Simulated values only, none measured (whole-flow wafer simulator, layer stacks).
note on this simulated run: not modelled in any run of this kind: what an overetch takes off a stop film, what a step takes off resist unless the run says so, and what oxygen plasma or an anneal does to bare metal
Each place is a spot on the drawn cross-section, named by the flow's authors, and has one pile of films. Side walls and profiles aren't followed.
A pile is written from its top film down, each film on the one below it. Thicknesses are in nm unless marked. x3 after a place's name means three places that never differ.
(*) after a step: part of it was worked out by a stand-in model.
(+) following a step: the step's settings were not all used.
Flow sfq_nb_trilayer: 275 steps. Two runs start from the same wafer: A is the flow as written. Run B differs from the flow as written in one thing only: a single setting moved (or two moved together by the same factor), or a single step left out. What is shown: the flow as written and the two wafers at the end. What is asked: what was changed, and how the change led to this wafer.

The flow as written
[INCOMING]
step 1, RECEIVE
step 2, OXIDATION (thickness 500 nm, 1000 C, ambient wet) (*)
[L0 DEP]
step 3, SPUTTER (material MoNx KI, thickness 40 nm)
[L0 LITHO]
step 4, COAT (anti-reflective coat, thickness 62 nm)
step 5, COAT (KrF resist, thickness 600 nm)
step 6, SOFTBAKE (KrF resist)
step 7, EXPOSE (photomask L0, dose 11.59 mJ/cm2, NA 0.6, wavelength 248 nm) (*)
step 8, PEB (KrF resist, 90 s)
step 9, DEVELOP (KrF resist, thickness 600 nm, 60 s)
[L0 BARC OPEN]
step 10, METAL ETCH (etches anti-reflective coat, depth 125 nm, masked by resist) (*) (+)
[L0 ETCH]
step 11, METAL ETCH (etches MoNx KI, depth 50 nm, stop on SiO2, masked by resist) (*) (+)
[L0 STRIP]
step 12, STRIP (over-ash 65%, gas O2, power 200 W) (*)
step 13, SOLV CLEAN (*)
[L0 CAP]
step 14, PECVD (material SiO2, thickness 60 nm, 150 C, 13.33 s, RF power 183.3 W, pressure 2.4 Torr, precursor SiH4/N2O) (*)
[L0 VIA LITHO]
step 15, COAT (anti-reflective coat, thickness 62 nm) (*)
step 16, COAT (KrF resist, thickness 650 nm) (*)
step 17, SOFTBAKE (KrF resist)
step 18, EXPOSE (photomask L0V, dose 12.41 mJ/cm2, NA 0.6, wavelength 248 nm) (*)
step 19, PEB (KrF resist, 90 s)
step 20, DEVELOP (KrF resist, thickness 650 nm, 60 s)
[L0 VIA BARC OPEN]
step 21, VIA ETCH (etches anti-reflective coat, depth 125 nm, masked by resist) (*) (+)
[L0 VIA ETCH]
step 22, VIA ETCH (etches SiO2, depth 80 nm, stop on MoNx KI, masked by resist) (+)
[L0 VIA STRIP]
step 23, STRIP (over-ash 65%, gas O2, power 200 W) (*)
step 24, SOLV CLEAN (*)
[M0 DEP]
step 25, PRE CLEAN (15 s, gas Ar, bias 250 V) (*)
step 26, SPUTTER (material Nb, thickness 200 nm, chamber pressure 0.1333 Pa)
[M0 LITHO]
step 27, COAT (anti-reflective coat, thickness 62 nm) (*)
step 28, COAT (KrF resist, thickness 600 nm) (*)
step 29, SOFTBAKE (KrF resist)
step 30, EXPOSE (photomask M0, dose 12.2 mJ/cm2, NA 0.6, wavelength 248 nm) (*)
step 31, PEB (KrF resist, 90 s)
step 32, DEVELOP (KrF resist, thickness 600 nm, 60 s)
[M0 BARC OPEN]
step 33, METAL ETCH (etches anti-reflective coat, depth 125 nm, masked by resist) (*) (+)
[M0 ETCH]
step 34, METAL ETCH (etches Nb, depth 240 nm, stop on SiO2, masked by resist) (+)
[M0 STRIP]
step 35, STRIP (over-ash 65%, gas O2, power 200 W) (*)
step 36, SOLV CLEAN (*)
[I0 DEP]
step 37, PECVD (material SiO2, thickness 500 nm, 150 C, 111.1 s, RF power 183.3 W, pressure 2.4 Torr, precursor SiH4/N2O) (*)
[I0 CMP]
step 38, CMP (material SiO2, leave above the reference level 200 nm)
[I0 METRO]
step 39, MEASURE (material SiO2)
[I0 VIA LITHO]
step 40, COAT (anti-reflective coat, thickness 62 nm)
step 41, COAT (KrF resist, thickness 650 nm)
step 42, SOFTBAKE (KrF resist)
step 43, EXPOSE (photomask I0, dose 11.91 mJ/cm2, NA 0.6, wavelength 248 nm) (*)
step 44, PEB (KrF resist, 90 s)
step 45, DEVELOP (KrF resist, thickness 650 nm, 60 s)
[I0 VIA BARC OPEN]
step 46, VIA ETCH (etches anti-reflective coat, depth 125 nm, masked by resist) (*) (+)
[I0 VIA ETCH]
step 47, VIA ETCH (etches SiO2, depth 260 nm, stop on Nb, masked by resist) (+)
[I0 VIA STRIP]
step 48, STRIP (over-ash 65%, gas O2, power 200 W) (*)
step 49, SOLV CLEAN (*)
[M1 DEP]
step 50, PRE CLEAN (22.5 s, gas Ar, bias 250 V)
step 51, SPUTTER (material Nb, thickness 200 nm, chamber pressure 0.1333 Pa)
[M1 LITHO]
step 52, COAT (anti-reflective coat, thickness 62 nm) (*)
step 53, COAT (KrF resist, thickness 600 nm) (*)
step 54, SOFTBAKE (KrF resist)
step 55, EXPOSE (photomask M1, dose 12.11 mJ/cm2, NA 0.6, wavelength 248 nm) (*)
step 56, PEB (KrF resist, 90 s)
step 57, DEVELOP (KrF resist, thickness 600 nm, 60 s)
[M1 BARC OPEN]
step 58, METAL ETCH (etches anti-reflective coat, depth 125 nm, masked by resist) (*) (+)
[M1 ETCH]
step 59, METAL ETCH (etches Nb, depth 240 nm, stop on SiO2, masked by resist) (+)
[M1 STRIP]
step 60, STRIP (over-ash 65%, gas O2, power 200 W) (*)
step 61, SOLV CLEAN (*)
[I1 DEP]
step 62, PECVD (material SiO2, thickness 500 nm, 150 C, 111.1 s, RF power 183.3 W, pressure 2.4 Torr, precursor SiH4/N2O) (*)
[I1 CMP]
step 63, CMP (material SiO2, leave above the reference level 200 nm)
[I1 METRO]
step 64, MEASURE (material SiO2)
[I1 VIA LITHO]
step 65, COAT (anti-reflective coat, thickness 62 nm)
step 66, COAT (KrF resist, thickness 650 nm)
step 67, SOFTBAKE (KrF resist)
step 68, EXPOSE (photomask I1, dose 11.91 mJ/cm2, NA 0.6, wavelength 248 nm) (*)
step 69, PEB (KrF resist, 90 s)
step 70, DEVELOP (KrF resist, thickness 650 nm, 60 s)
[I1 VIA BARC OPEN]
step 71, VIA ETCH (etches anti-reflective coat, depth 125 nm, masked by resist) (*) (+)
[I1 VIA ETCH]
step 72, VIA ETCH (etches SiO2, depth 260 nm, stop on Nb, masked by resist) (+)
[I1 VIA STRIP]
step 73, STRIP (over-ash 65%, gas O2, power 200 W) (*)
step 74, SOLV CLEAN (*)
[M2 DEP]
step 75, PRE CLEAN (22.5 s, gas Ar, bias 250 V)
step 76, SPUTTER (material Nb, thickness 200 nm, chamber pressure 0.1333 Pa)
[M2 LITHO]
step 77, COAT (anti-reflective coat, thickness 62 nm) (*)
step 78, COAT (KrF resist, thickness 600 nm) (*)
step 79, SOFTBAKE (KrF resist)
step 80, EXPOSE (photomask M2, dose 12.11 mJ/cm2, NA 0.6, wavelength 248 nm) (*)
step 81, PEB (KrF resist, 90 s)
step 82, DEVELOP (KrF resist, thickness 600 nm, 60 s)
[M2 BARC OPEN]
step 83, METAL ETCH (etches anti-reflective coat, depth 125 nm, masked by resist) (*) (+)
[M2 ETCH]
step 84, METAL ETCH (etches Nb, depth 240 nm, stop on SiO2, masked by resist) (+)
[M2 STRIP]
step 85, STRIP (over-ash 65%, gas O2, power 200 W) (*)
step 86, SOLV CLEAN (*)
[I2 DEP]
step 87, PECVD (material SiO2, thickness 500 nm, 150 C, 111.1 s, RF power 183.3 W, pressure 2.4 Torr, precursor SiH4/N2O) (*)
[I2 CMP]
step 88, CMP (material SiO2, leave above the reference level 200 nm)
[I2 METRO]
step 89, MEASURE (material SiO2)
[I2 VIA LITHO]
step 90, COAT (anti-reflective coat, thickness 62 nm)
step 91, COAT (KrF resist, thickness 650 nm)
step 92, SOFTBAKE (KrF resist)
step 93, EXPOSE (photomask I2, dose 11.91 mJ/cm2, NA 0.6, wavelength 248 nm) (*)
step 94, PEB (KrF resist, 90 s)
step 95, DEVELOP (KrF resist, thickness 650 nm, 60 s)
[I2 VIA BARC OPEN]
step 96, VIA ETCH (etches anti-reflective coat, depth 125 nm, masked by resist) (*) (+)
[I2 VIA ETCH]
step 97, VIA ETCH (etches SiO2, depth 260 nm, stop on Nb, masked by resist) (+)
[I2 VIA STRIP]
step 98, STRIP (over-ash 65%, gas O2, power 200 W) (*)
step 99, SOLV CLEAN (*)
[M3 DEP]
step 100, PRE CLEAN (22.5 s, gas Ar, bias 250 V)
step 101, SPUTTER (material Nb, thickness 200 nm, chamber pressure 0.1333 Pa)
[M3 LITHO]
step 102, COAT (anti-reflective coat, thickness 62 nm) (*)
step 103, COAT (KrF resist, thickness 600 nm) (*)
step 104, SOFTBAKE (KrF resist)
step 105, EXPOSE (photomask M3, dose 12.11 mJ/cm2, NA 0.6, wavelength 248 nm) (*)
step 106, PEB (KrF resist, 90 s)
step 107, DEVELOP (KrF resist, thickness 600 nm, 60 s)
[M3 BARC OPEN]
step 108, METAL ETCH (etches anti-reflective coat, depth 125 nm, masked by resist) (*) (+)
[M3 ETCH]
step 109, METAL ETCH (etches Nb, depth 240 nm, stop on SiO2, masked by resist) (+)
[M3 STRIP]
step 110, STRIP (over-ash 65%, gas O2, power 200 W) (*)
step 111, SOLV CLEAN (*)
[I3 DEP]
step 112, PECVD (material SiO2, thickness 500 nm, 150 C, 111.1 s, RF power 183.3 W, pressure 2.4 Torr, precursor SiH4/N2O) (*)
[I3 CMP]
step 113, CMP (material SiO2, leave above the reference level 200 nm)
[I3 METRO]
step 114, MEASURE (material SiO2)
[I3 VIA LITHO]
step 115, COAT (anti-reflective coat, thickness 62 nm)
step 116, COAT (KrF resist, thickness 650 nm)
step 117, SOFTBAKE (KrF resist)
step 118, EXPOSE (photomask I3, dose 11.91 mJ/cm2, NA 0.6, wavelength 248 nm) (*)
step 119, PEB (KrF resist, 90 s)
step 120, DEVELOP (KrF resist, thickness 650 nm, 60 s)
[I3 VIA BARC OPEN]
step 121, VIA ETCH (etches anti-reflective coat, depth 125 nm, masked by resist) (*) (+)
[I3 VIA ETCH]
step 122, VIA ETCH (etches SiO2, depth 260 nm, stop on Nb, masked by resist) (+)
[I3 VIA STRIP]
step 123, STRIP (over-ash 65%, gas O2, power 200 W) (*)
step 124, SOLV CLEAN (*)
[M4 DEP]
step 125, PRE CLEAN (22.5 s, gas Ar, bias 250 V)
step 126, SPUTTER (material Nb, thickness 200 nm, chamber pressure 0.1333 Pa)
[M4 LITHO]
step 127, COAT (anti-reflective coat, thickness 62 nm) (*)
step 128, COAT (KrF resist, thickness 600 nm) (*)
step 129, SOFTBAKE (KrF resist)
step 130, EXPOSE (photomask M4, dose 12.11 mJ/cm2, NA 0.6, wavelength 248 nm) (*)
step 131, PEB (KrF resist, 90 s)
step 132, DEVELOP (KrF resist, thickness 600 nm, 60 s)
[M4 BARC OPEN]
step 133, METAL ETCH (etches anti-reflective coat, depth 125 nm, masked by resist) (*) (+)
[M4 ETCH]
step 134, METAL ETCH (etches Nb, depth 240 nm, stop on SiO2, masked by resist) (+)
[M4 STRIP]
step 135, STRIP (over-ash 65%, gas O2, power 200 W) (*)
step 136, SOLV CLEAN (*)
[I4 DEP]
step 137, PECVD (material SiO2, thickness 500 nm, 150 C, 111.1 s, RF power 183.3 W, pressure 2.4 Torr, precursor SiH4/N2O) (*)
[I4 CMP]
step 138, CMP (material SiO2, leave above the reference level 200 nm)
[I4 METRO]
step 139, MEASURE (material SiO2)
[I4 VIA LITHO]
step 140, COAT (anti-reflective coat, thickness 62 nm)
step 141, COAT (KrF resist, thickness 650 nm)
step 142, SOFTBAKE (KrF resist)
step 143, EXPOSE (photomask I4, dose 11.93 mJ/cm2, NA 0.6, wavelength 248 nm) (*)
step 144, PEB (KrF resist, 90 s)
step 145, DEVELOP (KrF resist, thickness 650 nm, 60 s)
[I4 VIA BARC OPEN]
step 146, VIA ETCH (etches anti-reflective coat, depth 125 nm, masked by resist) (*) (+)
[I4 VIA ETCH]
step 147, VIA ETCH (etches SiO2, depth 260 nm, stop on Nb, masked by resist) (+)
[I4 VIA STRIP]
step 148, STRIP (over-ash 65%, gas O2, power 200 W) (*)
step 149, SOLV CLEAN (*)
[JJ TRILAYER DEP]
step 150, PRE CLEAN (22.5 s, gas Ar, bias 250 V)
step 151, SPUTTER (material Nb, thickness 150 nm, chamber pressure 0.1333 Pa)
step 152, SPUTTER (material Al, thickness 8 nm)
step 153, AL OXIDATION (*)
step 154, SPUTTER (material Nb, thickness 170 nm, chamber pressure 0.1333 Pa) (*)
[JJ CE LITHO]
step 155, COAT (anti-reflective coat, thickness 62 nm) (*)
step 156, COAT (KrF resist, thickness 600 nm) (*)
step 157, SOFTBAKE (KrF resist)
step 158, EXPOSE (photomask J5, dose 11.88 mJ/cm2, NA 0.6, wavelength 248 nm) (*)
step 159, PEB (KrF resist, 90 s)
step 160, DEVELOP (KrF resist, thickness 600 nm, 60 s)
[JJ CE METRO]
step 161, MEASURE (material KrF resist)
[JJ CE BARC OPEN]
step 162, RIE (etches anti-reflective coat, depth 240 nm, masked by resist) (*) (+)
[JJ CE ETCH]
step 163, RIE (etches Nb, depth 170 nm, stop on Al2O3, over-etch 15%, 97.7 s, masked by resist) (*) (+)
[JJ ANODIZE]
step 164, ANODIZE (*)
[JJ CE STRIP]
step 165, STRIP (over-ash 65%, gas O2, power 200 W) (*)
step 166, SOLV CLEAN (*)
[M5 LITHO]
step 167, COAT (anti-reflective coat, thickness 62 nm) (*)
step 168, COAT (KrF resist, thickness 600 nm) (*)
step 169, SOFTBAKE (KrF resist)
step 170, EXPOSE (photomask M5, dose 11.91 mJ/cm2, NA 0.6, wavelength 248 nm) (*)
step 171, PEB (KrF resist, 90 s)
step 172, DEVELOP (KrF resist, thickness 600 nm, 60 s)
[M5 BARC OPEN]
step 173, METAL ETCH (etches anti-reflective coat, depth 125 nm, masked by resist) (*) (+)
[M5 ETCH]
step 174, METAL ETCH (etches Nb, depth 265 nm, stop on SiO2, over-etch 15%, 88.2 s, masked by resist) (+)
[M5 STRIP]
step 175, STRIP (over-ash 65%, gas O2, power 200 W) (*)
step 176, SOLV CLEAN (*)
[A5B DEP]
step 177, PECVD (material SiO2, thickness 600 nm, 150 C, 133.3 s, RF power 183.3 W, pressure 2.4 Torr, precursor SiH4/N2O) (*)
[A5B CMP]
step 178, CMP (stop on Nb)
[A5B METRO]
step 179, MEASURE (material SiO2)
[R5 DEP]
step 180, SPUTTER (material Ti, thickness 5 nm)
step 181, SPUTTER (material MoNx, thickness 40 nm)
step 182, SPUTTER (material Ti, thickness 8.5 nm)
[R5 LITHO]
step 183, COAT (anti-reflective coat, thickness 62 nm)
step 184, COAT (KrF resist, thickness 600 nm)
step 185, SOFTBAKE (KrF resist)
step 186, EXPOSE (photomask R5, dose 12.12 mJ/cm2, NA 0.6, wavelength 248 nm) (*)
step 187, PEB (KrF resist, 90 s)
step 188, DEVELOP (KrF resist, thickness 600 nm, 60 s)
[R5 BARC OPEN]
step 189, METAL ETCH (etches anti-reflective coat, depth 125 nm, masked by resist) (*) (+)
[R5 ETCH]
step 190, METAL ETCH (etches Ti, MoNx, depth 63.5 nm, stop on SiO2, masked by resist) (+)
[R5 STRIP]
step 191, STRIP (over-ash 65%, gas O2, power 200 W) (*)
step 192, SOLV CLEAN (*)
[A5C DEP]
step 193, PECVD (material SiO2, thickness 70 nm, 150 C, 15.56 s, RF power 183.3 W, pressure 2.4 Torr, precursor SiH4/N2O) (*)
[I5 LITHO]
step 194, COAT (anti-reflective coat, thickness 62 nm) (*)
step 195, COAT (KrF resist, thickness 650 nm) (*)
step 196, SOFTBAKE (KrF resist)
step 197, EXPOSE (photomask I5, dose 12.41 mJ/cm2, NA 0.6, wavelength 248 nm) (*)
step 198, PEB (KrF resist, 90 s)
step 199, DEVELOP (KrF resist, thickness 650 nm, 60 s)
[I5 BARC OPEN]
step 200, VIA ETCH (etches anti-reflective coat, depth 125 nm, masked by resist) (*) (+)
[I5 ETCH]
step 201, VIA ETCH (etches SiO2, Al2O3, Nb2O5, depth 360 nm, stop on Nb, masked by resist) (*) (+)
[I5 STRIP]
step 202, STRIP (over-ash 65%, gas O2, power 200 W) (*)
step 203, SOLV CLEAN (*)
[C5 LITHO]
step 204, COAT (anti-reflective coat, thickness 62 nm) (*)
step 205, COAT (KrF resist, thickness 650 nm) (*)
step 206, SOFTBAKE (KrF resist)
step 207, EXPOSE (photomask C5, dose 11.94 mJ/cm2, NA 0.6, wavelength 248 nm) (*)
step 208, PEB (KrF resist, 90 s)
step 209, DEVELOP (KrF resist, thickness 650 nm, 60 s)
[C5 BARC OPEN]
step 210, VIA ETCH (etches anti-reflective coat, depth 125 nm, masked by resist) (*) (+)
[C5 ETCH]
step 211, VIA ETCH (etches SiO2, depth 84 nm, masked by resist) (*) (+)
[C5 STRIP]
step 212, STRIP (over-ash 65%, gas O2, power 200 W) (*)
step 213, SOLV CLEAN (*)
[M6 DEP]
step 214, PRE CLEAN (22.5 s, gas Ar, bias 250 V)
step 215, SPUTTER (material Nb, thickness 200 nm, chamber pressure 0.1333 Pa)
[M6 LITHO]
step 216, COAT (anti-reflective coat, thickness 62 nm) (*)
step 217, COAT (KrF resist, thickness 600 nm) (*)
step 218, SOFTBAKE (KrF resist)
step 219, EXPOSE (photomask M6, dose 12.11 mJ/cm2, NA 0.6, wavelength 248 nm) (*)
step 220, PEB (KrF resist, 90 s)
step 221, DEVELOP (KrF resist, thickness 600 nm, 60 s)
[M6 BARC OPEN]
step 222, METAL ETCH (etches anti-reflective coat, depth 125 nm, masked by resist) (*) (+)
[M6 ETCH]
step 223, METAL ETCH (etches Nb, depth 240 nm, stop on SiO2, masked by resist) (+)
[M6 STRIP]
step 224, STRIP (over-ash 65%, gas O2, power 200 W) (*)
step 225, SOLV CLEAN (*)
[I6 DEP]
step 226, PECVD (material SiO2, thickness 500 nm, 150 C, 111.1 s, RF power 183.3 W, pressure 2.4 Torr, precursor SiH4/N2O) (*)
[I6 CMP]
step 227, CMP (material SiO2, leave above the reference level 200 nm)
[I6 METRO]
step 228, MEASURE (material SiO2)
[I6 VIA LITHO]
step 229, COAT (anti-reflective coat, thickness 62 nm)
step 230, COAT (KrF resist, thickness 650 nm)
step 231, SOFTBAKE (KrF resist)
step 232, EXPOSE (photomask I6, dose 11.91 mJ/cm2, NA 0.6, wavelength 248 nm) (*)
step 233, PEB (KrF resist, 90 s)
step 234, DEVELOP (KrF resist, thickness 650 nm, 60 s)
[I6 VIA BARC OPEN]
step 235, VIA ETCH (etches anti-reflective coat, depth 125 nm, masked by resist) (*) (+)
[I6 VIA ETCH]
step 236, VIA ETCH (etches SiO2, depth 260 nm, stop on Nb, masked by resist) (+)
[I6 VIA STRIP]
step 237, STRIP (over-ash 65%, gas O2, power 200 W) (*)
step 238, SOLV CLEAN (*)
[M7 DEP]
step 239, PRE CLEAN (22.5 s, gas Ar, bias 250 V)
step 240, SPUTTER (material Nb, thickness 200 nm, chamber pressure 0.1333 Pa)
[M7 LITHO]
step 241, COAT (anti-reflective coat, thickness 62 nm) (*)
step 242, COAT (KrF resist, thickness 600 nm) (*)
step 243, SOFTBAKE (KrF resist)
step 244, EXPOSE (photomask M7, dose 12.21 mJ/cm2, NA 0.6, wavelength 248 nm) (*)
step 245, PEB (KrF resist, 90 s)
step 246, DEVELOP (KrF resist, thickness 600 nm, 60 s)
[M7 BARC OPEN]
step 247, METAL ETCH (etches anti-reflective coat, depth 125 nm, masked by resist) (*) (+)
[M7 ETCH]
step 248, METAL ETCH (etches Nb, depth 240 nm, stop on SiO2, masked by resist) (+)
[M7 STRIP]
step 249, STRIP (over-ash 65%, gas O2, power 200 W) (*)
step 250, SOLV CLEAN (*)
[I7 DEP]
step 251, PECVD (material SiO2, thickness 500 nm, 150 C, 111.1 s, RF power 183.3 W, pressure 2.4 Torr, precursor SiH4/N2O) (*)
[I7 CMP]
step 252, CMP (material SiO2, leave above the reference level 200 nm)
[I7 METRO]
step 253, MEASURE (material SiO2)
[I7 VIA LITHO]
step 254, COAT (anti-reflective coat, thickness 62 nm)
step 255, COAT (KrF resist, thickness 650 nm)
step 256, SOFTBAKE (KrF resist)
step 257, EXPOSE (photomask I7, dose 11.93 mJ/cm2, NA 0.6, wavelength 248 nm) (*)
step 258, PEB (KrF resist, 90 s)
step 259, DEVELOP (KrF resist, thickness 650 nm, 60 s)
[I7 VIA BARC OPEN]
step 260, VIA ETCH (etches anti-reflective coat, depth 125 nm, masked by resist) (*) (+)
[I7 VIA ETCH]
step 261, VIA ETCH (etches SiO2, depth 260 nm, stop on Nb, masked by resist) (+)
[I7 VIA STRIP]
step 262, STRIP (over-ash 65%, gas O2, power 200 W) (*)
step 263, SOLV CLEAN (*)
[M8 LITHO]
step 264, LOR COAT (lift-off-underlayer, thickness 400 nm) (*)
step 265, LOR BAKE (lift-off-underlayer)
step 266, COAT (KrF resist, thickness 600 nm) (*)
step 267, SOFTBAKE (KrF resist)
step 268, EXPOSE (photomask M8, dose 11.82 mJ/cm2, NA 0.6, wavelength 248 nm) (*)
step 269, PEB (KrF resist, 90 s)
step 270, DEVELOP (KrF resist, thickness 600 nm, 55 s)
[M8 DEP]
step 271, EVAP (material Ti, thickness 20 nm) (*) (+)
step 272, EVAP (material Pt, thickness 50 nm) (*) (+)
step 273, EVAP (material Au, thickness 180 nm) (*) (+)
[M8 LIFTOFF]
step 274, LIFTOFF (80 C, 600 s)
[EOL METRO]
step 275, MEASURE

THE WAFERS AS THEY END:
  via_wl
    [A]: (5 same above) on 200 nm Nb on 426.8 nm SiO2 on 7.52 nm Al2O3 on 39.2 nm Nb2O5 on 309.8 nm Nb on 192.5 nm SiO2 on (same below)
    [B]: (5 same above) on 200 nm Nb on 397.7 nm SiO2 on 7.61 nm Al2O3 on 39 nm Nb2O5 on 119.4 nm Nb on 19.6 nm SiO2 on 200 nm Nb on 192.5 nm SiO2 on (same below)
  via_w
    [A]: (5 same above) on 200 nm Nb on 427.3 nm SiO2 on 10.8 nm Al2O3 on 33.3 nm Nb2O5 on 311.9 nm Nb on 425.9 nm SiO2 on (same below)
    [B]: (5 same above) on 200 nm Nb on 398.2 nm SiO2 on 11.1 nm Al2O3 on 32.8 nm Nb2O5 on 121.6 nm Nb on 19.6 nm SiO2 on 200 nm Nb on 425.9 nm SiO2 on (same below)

Cause: step 147, VIA ETCH: depth 172.7 nm was run, whereas the flow has depth 260 nm.

Step by step, how the change led to this:
  step 147, VIA ETCH (etches SiO2, depth 260 nm, stop on Nb, masked by resist) (+)
      via_wl, via_w, via_wr: A SiO2 loses 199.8 (all of it) | B SiO2 loses 172.7
      field_l, v_sur, via_sp and 100 more: A KrF resist loses 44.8 | B KrF resist loses 29.8
  step 148, STRIP (over-ash 65%, gas O2, power 200 W) (*)
      field_l, v_sur, via_sp and 100 more: A KrF resist loses 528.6 (all of it), anti-reflective coat loses 62 (all of it) | B KrF resist loses 543.7 (all of it), anti-reflective coat loses 62 (all of it)
  step 150, PRE CLEAN (22.5 s, gas Ar, bias 250 V)
      via_wl, via_w, via_wr: A Nb loses 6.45 | B SiO2 loses 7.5
  step 151, SPUTTER (material Nb, thickness 150 nm, chamber pressure 0.1333 Pa)
      via_wl, via_w, via_wr: A Nb gains 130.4 | B Nb gains 133.4 (new film)
  step 154, SPUTTER (material Nb, thickness 170 nm, chamber pressure 0.1333 Pa) (*)
      via_wl, via_wr: A Nb gains 140.7 (new film) | B Nb gains 145.2 (new film)
      via_w: A Nb gains 141 (new film) | B Nb gains 145.6 (new film)
  step 155, COAT (anti-reflective coat, thickness 62 nm) (*)
      via_wl, via_wr: A anti-reflective coat gains 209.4 (new film) | B anti-reflective coat gains 184.1 (new film)
      v_sur: A anti-reflective coat gains 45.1 (new film) | B anti-reflective coat gains 46.1 (new film)
      (also at 1 further place)
  step 156, COAT (KrF resist, thickness 600 nm) (*)
      via_w: A KrF resist gains 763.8 (new film) | B KrF resist gains 739 (new film)
  step 160, DEVELOP (KrF resist, thickness 600 nm, 60 s)
      via_w: A KrF resist loses 762.1 (all of it) | B KrF resist loses 737.4 (all of it)
  step 162, RIE (etches anti-reflective coat, depth 240 nm, masked by resist) (*) (+)
      ce_l, c5j, ce_r, wl_jj: A KrF resist loses 209.4 | B KrF resist loses 184.1
      via_wl, via_wr: A anti-reflective coat loses 209.4 (all of it) | B anti-reflective coat loses 184.1 (all of it)
      (also at 2 further places)
  step 163, RIE (etches Nb, depth 170 nm, stop on Al2O3, over-etch 15%, 97.7 s, masked by resist) (*) (+)
      via_wl, via_wr: A Nb loses 140.7 (all of it), Al2O3 loses 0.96 (all of it) | B Nb loses 145.2 (all of it), Al2O3 loses 0.96 (all of it)
      via_w: A Nb loses 141 (all of it), Al2O3 loses 0.96 (all of it) | B Nb loses 145.6 (all of it), Al2O3 loses 0.96 (all of it)
  step 165, STRIP (over-ash 65%, gas O2, power 200 W) (*)
      ce_l: A KrF resist loses 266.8 (all of it), anti-reflective coat loses 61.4 (all of it) | B KrF resist loses 292.3 (all of it), anti-reflective coat loses 61.5 (all of it)
      c5j: A KrF resist loses 266.9 (all of it), anti-reflective coat loses 61.5 (all of it) | B KrF resist loses 292.3 (all of it), anti-reflective coat loses 61.5 (all of it)
      (also at 2 further places)
  step 167, COAT (anti-reflective coat, thickness 62 nm) (*)
      via_wl: A anti-reflective coat gains 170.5 (new film) | B anti-reflective coat gains 150.9 (new film)
      via_wr: A anti-reflective coat gains 170.6 (new film) | B anti-reflective coat gains 151 (new film)
      (also at 2 further places)
  step 168, COAT (KrF resist, thickness 600 nm) (*)
      via_w: A KrF resist gains 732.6 (new film) | B KrF resist gains 713.4 (new film)
  step 175, STRIP (over-ash 65%, gas O2, power 200 W) (*)
      via_wl: A KrF resist loses 427 (all of it), anti-reflective coat loses 170.5 (all of it) | B KrF resist loses 424.4 (all of it), anti-reflective coat loses 150.9 (all of it)
      via_w: A KrF resist loses 503.5 (all of it), anti-reflective coat loses 84.1 (all of it) | B KrF resist loses 484.3 (all of it), anti-reflective coat loses 82.5 (all of it)
      (also at 3 further places)
  step 178, CMP (stop on Nb)
      via_wl, via_wr: A SiO2 loses 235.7 | B SiO2 loses 264.8
      via_w: A SiO2 loses 235.2 | B SiO2 loses 264.3
Taking metal films that touch as one body, via_wl has 8 bodies (between them, from the top down: SiO2 192.5; SiO2 397.7 / Al2O3 7.61 / Nb2O5 39; SiO2 19.6; SiO2 192.5; SiO2 192.5; SiO2 192.5; SiO2 192.5); the flow as written gives 7 bodies (between them, from the top down: SiO2 192.5; SiO2 426.8 / Al2O3 7.52 / Nb2O5 39.2; SiO2 192.5; SiO2 192.5; SiO2 192.5; SiO2 192.5).
Taking metal films that touch as one body, via_w has 6 bodies (between them, from the top down: SiO2 192.5; SiO2 398.2 / Al2O3 11.1 / Nb2O5 32.8; SiO2 19.6; SiO2 425.9; SiO2 416.9); the flow as written gives 5 bodies (between them, from the top down: SiO2 192.5; SiO2 427.3 / Al2O3 10.8 / Nb2O5 33.3; SiO2 425.9; SiO2 416.9).
